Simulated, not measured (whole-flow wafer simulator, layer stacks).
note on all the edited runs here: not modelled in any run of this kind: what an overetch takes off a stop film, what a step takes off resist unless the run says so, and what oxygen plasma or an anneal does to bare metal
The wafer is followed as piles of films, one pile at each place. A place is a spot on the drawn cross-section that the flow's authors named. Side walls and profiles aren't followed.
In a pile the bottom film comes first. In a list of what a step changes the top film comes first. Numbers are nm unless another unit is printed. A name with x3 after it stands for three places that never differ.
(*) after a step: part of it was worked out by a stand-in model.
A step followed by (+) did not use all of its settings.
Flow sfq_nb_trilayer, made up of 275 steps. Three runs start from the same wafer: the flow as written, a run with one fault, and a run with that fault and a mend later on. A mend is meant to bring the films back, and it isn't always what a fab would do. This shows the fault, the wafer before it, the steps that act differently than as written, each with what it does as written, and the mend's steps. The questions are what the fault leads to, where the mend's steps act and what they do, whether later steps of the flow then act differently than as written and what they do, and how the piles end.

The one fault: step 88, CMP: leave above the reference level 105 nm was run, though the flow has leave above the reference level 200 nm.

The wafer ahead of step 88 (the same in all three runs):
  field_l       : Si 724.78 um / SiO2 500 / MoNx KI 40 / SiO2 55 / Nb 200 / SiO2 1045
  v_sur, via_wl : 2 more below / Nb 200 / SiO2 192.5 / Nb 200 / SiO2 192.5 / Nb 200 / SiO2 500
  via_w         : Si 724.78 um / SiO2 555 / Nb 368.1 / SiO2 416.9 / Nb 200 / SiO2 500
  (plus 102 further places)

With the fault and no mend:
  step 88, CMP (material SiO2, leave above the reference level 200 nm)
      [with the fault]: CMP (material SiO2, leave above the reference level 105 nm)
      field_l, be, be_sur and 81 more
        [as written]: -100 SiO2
        [with the fault]: -195 SiO2
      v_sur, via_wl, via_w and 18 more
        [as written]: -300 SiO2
        [with the fault]: -395 SiO2
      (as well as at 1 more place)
  Steps further on in the flow that do not act as written (not shown: 4 more steps that differ only slightly, by at most 2% or 0.5 nm, whichever is larger):
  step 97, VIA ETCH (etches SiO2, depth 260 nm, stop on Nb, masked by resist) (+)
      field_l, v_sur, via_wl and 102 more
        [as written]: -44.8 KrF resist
        [with the fault]: -27.1 KrF resist
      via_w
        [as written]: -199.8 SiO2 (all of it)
        [with the fault]: -104.8 SiO2 (all of it)
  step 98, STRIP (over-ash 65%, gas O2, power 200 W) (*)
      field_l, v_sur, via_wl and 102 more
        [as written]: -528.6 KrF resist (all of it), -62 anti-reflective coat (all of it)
        [with the fault]: -546.3 KrF resist (all of it), -62 anti-reflective coat (all of it)
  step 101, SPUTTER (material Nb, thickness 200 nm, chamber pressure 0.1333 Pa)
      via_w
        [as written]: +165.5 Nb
        [with the fault]: +186.7 Nb
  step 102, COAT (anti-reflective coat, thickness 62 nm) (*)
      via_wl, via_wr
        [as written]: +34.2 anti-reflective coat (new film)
        [with the fault]: +32.9 anti-reflective coat (new film)
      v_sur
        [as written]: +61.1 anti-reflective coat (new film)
        [with the fault]: +56.9 anti-reflective coat (new film)
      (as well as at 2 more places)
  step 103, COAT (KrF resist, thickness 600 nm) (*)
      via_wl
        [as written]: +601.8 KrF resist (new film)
        [with the fault]: +614.4 KrF resist (new film)
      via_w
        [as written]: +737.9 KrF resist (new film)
        [with the fault]: +654.1 KrF resist (new film)
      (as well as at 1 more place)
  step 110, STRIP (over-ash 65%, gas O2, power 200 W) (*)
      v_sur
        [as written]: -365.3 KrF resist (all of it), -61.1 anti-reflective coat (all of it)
        [with the fault]: -376.8 KrF resist (all of it), -56.9 anti-reflective coat (all of it)
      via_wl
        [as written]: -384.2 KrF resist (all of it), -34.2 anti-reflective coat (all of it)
        [with the fault]: -396.8 KrF resist (all of it), -32.9 anti-reflective coat (all of it)
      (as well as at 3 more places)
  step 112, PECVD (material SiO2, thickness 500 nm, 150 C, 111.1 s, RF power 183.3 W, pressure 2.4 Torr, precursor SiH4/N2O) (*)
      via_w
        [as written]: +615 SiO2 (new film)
        [with the fault]: +500 SiO2 (new film)
  The piles end different from the flow's at field_l, v_sur, via_wl and 103 more by more than 2% or 0.5 nm, whichever is larger.
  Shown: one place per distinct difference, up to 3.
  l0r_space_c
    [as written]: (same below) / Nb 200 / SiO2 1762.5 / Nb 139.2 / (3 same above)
    [with the fault]: (same below) / Nb 200 / SiO2 1667.5 / Nb 139.2 / (3 same above)
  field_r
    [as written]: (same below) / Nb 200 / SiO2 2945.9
    [with the fault]: (same below) / Nb 200 / SiO2 2850.9
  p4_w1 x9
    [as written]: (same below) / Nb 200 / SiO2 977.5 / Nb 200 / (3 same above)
    [with the fault]: (same below) / Nb 200 / SiO2 882.5 / Nb 200 / (3 same above)

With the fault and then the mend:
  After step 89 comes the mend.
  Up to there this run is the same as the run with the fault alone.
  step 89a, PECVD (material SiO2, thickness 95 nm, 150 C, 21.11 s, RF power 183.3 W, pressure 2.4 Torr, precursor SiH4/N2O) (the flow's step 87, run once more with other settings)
      field_l, v_sur, via_wl and 103 more
        +95 SiO2
  Later steps of the flow that are run all act as written at every place that is followed.
  By the end, the piles equal the flow's at every place that both follow.
